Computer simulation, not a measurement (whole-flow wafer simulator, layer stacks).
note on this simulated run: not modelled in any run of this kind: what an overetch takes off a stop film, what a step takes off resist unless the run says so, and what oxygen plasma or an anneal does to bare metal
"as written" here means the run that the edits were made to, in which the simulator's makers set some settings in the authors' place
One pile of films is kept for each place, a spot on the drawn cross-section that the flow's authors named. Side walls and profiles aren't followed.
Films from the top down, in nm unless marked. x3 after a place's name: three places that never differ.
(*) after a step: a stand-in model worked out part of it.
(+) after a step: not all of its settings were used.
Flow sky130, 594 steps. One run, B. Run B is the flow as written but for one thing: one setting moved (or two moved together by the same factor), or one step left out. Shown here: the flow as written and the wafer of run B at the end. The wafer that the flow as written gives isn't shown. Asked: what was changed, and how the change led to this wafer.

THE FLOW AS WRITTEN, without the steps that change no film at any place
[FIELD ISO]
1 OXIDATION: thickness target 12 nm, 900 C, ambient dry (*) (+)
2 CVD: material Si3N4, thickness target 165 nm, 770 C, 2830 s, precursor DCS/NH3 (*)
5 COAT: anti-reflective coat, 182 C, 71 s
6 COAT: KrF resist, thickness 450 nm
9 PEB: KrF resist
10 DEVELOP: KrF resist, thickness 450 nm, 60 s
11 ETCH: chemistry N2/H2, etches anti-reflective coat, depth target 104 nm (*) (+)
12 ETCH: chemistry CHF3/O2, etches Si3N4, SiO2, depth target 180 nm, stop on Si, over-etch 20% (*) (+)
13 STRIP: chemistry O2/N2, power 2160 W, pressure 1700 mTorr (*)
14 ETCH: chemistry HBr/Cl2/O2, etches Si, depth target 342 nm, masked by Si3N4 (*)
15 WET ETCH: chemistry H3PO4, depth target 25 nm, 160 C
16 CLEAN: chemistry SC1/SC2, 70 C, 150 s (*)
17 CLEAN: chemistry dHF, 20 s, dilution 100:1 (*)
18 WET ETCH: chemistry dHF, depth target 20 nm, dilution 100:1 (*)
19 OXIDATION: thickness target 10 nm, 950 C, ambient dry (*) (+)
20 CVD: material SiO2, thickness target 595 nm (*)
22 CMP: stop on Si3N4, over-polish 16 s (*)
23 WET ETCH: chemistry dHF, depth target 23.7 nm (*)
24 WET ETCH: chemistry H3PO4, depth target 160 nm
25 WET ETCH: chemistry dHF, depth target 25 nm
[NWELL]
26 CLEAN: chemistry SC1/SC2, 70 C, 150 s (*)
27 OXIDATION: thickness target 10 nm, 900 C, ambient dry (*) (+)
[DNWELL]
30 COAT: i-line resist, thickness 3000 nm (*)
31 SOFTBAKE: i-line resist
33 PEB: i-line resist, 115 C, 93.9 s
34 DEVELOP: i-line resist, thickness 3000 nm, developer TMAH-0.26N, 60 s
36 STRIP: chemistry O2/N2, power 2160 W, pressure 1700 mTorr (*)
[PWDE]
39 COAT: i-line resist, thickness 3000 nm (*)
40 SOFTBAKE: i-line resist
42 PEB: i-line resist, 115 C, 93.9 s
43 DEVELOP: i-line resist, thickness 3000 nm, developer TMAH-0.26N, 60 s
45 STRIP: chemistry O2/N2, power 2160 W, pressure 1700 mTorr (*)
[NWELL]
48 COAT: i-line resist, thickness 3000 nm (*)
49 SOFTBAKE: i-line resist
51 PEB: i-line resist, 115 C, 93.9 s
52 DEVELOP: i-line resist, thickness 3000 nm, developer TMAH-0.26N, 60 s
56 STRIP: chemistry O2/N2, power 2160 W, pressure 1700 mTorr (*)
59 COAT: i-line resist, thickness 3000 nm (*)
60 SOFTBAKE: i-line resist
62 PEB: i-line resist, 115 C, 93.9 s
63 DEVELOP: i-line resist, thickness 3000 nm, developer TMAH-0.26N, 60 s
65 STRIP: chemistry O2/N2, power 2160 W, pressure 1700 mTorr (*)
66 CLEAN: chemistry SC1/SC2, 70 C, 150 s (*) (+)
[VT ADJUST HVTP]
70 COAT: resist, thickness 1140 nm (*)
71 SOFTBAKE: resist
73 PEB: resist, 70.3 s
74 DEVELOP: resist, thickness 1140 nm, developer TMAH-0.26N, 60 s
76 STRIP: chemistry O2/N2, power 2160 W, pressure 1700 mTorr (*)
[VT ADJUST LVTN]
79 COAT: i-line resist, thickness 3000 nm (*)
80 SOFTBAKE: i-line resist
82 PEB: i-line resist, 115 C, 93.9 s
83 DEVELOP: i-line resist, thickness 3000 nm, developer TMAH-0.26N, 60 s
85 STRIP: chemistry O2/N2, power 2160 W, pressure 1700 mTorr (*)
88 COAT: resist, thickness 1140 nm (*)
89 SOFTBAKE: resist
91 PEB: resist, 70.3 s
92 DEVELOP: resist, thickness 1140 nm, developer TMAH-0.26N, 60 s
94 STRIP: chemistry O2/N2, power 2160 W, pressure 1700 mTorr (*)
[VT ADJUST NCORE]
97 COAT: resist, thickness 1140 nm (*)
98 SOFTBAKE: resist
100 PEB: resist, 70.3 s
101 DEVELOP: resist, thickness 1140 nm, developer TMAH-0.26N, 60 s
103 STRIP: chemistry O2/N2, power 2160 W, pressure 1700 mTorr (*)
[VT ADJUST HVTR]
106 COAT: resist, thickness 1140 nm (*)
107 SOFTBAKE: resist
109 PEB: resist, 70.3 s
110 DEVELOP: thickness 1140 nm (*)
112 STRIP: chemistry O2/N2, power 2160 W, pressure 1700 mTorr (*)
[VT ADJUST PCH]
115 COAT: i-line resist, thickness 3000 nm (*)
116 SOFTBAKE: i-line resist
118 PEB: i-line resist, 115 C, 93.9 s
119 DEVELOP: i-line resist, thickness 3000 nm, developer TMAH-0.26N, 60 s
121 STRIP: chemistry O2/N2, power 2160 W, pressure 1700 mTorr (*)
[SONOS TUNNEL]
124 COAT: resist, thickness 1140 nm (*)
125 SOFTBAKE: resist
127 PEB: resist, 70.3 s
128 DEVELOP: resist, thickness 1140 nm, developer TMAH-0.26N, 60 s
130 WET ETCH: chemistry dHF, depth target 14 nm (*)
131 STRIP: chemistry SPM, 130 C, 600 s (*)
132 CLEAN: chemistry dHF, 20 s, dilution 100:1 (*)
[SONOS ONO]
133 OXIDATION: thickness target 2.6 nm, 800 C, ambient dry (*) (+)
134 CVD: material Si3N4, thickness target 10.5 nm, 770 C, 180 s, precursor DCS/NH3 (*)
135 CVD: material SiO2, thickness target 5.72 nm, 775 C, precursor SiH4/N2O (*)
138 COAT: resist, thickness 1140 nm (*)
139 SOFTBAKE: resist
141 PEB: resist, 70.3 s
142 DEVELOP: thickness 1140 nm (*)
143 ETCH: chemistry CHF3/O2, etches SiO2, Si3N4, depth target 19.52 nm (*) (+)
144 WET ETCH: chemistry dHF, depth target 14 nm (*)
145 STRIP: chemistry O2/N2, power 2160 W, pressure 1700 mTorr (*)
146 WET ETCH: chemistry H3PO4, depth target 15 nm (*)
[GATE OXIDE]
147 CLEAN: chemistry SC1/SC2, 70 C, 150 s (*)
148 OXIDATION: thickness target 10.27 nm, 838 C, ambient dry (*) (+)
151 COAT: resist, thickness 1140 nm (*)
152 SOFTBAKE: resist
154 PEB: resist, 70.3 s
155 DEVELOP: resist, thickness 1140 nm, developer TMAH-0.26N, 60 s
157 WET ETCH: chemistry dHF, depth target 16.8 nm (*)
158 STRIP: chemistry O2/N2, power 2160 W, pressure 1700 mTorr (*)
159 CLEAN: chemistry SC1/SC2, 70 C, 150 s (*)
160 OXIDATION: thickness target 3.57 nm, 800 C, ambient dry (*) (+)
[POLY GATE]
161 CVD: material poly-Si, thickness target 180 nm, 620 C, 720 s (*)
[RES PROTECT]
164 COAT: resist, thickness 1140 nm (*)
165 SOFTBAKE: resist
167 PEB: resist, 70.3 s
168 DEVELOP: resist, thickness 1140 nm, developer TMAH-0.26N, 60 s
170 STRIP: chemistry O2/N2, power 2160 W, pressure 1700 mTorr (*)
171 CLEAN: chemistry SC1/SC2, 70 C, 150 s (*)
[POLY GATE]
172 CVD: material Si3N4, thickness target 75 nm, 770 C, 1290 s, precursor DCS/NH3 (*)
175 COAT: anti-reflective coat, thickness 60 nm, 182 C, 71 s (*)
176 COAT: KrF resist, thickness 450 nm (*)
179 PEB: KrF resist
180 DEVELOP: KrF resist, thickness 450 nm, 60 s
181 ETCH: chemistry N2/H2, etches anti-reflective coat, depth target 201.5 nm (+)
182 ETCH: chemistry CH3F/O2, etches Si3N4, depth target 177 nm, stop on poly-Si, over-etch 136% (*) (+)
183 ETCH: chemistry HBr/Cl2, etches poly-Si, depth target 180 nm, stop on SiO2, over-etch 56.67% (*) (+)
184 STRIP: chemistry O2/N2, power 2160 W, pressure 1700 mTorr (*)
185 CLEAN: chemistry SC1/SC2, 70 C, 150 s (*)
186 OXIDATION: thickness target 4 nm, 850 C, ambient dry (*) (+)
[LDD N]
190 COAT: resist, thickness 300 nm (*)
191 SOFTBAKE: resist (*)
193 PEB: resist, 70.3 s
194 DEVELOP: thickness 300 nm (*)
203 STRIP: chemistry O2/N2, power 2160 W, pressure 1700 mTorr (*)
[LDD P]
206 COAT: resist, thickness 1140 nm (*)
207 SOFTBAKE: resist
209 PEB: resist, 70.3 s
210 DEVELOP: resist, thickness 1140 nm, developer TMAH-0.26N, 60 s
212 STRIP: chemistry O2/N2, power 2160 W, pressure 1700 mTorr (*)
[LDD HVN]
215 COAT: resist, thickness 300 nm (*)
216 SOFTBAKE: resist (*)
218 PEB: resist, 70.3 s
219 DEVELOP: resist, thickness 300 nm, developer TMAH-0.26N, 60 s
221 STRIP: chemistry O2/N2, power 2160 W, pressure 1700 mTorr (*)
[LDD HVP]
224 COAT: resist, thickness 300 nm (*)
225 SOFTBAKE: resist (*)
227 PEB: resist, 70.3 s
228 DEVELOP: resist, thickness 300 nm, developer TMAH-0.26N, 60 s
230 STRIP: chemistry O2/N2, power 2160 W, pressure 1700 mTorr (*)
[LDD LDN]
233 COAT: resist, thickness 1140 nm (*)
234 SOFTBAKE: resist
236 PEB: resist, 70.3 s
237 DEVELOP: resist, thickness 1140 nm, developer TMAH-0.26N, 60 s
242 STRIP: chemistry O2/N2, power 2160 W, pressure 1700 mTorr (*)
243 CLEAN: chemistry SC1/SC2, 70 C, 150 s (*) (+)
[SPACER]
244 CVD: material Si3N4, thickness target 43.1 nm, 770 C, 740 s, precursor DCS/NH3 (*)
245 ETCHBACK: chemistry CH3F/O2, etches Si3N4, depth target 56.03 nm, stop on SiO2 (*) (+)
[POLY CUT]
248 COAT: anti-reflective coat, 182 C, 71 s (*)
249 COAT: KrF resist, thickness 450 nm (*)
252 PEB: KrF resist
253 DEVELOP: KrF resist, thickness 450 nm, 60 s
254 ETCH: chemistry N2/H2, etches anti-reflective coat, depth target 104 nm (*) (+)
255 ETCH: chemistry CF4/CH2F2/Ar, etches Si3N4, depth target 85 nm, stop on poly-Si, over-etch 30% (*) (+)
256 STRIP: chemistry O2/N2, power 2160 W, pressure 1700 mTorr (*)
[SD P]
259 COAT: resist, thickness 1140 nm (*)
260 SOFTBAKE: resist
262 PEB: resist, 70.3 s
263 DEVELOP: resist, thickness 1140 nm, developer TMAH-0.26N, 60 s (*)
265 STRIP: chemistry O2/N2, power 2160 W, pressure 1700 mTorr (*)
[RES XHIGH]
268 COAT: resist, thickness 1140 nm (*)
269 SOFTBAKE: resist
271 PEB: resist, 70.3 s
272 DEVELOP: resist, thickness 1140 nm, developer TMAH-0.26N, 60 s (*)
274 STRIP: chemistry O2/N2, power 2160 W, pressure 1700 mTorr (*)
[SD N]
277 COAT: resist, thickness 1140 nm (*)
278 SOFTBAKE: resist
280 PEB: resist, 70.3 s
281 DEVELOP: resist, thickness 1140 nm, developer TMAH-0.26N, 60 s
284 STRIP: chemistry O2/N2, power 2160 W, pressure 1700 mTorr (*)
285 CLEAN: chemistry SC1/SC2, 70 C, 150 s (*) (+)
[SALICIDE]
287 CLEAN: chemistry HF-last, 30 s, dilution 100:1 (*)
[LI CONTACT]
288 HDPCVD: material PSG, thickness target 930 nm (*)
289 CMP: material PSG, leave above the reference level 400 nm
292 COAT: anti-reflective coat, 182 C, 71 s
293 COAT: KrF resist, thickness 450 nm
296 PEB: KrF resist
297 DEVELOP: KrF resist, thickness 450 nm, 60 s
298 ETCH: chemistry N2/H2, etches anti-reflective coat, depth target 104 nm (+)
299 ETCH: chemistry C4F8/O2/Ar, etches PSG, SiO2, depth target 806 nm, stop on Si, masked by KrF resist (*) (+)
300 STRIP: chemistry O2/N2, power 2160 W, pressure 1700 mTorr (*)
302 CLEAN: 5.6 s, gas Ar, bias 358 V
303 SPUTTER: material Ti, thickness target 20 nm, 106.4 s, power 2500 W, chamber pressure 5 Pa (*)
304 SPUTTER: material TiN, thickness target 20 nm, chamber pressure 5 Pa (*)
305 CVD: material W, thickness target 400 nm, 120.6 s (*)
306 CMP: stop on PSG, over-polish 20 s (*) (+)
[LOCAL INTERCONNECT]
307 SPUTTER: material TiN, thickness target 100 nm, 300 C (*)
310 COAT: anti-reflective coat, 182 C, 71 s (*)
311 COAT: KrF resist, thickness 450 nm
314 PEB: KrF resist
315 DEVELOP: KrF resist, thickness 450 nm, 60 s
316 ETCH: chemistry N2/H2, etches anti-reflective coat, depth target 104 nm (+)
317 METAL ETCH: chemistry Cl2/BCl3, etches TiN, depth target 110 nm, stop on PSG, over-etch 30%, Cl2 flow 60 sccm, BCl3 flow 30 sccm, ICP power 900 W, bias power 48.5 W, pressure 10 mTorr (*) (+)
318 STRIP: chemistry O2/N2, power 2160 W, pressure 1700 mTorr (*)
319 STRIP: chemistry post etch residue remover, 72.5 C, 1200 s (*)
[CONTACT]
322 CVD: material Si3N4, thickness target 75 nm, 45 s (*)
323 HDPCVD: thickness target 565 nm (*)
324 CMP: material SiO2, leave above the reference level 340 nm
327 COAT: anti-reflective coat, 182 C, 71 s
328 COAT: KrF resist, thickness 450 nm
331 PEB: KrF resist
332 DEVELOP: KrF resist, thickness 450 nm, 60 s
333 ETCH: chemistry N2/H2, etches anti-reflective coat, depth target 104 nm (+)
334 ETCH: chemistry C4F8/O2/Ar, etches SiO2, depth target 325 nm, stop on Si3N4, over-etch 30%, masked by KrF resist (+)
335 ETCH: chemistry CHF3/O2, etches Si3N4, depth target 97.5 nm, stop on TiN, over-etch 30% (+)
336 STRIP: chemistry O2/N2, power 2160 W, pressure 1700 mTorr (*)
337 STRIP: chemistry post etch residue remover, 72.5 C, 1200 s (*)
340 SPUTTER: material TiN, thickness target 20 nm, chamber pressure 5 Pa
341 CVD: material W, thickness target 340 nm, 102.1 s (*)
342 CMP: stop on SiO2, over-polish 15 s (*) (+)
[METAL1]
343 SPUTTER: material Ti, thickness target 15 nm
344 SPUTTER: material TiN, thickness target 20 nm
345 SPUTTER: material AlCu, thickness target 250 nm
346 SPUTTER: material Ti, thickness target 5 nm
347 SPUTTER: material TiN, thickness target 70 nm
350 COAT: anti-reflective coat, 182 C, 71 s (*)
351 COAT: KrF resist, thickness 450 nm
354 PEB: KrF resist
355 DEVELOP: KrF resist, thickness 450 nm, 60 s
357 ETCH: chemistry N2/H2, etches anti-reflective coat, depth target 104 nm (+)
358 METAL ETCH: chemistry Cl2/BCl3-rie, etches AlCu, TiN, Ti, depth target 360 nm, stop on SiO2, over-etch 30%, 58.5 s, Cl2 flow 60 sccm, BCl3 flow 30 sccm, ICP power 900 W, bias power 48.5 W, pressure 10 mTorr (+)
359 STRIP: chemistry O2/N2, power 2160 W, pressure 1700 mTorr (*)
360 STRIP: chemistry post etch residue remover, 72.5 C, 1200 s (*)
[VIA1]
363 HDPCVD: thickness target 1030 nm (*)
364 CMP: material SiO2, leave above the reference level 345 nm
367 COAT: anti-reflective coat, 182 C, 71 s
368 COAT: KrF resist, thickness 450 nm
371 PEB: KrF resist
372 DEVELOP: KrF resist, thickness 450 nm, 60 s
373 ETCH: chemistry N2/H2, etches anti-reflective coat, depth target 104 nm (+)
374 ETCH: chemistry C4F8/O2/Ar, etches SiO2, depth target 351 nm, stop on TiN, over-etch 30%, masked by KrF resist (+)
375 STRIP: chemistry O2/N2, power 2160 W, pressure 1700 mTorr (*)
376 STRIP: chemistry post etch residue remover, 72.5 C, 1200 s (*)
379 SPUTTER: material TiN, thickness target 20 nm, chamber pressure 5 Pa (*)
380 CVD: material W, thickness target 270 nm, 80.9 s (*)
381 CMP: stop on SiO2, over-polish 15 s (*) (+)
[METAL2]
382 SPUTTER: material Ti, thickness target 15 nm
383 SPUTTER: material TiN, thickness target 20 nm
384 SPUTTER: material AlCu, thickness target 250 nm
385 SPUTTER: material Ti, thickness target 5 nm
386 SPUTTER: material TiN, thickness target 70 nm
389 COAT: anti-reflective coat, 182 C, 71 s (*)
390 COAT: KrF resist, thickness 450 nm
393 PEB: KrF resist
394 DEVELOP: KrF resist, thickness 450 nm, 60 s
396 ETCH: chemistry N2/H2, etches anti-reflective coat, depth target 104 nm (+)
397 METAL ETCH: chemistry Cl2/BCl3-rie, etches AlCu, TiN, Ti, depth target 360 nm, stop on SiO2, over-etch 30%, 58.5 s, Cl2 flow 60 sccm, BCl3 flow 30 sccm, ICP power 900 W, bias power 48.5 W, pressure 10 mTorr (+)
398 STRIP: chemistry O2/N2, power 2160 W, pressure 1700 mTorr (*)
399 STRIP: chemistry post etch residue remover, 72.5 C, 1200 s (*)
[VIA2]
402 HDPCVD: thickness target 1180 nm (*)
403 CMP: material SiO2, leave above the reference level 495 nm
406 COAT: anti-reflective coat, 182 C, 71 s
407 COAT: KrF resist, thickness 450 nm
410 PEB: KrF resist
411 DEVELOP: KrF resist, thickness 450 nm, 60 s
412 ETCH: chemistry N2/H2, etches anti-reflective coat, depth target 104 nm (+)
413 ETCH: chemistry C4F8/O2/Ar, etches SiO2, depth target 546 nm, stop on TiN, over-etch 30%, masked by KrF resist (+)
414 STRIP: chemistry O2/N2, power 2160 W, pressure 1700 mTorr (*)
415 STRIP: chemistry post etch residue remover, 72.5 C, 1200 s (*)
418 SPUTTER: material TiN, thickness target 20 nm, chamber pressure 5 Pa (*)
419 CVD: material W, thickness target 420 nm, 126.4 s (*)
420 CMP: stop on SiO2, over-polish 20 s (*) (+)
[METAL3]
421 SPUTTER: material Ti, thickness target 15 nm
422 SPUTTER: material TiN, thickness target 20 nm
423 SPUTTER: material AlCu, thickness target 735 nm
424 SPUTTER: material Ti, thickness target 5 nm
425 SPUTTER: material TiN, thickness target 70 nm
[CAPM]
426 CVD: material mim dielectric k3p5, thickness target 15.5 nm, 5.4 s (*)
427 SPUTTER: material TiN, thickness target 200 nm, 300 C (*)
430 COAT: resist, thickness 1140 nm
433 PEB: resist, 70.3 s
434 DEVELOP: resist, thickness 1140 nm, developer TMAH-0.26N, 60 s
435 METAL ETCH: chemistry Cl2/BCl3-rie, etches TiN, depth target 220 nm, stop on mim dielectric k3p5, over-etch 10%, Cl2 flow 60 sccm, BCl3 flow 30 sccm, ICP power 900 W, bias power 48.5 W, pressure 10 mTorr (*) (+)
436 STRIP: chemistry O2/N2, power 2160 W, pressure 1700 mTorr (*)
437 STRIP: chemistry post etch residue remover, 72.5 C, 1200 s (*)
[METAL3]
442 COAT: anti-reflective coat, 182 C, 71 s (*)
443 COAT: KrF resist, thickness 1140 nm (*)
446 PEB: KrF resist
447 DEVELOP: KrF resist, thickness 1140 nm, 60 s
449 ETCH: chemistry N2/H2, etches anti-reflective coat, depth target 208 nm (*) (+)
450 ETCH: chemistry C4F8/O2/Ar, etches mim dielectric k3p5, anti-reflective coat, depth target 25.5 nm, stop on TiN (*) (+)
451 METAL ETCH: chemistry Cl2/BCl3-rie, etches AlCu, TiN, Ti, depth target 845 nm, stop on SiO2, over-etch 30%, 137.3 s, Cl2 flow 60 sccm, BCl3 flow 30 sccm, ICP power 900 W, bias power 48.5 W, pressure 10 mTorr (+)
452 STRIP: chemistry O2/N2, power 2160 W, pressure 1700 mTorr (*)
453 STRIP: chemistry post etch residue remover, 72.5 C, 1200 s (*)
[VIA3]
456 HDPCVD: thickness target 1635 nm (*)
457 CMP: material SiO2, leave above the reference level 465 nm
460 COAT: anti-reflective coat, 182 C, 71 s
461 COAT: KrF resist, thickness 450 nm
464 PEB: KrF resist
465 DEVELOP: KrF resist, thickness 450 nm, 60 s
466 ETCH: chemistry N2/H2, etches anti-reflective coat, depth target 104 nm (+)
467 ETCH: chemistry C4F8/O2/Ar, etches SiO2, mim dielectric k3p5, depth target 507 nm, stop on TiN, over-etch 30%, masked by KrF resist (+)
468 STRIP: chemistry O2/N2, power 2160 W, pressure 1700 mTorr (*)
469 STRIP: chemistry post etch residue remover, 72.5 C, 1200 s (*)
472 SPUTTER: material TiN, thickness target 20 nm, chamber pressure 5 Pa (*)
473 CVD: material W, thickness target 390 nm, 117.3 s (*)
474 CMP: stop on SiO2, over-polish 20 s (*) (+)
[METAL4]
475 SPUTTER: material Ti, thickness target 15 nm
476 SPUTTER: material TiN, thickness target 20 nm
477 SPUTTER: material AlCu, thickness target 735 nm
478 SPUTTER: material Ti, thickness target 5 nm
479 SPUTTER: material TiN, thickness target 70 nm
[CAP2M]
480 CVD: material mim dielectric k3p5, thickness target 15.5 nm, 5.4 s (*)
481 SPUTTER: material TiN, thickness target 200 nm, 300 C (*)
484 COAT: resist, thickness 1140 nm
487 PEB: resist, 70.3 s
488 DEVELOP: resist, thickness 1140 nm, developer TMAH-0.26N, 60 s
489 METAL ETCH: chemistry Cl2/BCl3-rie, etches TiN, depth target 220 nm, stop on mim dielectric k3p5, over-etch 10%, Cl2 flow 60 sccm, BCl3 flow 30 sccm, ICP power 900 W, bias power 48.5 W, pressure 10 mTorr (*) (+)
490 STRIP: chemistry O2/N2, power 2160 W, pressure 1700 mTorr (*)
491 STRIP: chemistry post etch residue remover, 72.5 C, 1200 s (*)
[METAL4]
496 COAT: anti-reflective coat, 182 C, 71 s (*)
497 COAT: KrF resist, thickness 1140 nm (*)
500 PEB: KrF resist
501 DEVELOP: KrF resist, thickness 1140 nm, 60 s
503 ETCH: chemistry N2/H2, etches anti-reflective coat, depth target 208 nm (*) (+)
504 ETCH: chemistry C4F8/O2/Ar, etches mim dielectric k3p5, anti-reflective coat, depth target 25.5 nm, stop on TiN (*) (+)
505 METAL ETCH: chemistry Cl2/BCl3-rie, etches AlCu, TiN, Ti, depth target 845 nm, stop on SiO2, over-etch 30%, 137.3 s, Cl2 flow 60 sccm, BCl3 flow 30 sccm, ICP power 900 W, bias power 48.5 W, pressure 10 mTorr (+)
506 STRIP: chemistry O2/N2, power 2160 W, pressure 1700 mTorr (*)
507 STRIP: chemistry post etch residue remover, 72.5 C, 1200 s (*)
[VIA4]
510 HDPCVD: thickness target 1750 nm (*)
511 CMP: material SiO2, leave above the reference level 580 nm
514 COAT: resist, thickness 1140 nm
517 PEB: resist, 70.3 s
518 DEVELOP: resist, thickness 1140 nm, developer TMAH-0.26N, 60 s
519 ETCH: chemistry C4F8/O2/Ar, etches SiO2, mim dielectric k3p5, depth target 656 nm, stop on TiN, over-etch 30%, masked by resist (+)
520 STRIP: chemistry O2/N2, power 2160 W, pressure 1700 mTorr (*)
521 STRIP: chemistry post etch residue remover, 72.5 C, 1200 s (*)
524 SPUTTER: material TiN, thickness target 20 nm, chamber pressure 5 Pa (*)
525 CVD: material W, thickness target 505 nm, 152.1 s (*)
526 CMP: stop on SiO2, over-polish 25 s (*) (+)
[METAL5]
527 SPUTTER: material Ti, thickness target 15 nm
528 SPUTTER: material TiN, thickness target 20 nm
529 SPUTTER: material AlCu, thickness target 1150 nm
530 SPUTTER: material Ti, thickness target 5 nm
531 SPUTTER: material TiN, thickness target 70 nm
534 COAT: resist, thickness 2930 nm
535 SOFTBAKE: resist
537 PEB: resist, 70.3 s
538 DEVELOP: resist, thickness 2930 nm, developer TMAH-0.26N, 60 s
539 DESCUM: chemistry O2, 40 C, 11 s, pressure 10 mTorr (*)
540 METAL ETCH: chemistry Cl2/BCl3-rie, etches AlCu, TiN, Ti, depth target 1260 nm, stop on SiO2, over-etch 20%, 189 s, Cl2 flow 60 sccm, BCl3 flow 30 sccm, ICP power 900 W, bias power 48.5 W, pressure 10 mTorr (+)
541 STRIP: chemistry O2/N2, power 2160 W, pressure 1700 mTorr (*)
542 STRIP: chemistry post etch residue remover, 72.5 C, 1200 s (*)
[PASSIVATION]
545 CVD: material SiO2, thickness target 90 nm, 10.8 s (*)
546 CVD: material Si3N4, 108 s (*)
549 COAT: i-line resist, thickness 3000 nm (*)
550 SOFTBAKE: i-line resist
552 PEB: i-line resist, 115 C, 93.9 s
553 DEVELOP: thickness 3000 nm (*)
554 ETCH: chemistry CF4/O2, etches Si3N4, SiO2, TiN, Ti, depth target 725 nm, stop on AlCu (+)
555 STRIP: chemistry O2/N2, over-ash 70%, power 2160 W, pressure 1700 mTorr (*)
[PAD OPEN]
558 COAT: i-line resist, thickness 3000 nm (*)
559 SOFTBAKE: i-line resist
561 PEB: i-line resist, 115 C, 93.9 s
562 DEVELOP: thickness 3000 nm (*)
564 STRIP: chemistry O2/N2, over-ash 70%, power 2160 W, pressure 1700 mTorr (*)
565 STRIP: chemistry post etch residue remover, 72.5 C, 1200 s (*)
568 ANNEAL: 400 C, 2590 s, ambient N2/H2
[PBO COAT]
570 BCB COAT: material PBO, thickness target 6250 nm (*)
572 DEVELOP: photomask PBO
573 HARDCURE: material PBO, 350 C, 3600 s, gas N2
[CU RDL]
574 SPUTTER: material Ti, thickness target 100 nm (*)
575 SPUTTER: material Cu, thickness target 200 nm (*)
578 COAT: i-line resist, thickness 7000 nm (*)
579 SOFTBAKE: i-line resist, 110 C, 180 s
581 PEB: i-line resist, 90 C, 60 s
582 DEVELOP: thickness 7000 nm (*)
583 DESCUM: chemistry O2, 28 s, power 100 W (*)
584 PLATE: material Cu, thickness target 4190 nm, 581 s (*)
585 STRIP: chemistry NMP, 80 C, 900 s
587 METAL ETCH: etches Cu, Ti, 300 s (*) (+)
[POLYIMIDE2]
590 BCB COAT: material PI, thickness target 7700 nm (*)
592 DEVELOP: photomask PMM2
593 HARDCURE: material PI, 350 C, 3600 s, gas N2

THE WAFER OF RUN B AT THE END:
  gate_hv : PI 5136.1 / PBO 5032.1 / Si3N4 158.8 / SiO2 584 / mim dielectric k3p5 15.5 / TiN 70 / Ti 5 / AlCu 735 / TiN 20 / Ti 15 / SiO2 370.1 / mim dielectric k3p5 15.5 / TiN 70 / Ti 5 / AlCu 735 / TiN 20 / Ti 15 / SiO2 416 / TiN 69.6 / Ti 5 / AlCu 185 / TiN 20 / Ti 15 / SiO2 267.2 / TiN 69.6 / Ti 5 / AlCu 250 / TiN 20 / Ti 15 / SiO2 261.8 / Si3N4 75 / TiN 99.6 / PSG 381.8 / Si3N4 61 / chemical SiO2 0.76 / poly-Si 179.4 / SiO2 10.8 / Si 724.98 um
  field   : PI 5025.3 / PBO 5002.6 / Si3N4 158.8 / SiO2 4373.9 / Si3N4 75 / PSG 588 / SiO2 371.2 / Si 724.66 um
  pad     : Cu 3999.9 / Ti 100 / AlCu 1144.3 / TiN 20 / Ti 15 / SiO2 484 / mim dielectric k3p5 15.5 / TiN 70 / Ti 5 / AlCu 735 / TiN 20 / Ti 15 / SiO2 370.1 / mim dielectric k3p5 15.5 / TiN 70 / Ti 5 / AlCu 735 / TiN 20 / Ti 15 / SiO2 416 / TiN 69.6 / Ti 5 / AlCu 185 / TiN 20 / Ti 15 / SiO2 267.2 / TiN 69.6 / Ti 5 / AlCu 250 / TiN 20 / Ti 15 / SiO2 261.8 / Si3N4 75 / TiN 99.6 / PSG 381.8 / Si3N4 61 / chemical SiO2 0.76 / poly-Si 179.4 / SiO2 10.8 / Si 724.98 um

The cause: step 384, SPUTTER: thickness target 185 nm was run, where the flow has thickness target 250 nm.
It can be read off the wafer: gate_hv has AlCu 185, and step 384 as written asks for 250 nm.

How the change led to this, step by step:
  384 SPUTTER: material AlCu, thickness target 250 nm
      field, active, n_well and 188 more: AlCu +185 (new film) (as written it would be: AlCu +250 (new film))
  397 METAL ETCH: chemistry Cl2/BCl3-rie, etches AlCu, TiN, Ti, depth target 360 nm, stop on SiO2, over-etch 30%, 58.5 s, Cl2 flow 60 sccm, BCl3 flow 30 sccm, ICP power 900 W, bias power 48.5 W, pressure 10 mTorr (+)
      field, active, gate and 82 more: TiN -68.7 (all of it), Ti -5 (all of it), AlCu -185 (all of it), TiN -20 (all of it), Ti -15 (all of it), SiO2 -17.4 (as written it would be: TiN -68.7 (all of it), Ti -5 (all of it), AlCu -250 (all of it), TiN -20 (all of it), Ti -15 (all of it), SiO2 -10.9)
  403 CMP: material SiO2, leave above the reference level 495 nm
      field, active, gate and 82 more: SiO2 -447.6 (as written it would be: SiO2 -389.1)
